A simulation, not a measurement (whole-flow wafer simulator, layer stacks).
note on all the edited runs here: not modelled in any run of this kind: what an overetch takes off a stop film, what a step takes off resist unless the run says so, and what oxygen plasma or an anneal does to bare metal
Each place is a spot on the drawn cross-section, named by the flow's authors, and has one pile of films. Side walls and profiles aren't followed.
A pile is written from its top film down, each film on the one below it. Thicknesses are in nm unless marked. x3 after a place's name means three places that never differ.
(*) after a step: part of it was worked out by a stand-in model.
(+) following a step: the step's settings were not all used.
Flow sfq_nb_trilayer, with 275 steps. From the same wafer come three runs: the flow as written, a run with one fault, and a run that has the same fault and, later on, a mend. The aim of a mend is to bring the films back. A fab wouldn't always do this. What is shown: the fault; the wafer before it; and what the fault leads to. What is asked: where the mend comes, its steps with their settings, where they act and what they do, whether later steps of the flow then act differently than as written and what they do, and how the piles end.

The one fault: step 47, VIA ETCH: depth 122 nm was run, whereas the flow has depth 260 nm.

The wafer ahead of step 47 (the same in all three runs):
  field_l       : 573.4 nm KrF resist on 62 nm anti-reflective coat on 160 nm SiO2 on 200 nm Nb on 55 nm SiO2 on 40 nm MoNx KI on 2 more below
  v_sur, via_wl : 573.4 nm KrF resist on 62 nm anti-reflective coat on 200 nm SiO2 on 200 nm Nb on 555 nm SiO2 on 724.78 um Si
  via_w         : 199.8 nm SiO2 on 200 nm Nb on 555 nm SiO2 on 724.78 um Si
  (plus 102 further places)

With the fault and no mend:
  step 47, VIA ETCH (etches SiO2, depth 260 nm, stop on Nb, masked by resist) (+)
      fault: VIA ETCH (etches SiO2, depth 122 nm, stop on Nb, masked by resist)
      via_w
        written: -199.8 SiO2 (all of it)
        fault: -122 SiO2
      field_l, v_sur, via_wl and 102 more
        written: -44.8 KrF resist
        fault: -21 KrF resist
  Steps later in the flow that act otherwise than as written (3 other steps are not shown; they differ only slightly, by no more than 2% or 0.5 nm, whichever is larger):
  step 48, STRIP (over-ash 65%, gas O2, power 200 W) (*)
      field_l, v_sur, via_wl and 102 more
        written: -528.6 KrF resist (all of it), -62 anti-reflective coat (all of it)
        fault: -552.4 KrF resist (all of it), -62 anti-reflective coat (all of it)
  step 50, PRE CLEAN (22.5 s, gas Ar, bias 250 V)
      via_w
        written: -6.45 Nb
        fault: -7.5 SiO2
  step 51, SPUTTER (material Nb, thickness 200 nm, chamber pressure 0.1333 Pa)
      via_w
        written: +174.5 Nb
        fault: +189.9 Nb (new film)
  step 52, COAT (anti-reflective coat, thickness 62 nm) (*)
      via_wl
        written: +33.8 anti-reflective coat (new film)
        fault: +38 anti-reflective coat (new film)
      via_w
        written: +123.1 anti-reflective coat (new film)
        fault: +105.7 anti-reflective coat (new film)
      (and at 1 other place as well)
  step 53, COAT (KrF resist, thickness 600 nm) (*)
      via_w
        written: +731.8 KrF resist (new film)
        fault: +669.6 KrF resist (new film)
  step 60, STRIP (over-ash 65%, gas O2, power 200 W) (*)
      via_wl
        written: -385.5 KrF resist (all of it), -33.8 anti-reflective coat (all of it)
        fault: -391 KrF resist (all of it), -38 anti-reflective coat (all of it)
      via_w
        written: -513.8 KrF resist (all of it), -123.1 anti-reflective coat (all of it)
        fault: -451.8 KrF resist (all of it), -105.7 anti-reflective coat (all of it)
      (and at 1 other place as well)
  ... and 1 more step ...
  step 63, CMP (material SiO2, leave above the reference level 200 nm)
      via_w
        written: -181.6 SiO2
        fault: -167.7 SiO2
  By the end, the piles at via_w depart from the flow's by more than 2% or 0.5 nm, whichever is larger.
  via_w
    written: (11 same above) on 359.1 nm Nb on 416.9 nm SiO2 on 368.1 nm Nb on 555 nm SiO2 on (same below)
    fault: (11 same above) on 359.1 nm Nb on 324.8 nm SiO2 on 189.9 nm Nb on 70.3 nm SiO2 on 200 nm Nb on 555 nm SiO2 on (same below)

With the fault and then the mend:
  After step 47 comes the mend.
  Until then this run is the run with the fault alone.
  step 47a, VIA ETCH (etches SiO2, depth 138 nm, stop on Nb, masked by resist) (+) (the flow's step 47, run once more with other settings)
      field_l, v_sur, via_wl and 102 more
        -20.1 KrF resist
      via_w
        -77.8 SiO2 (all of it)
  None of the later steps of the flow differs from how it acts as written, at any place that is followed, by more than 2% or 0.5 nm, whichever is larger.
  At every place that both follow, the piles at the end match the flow's.
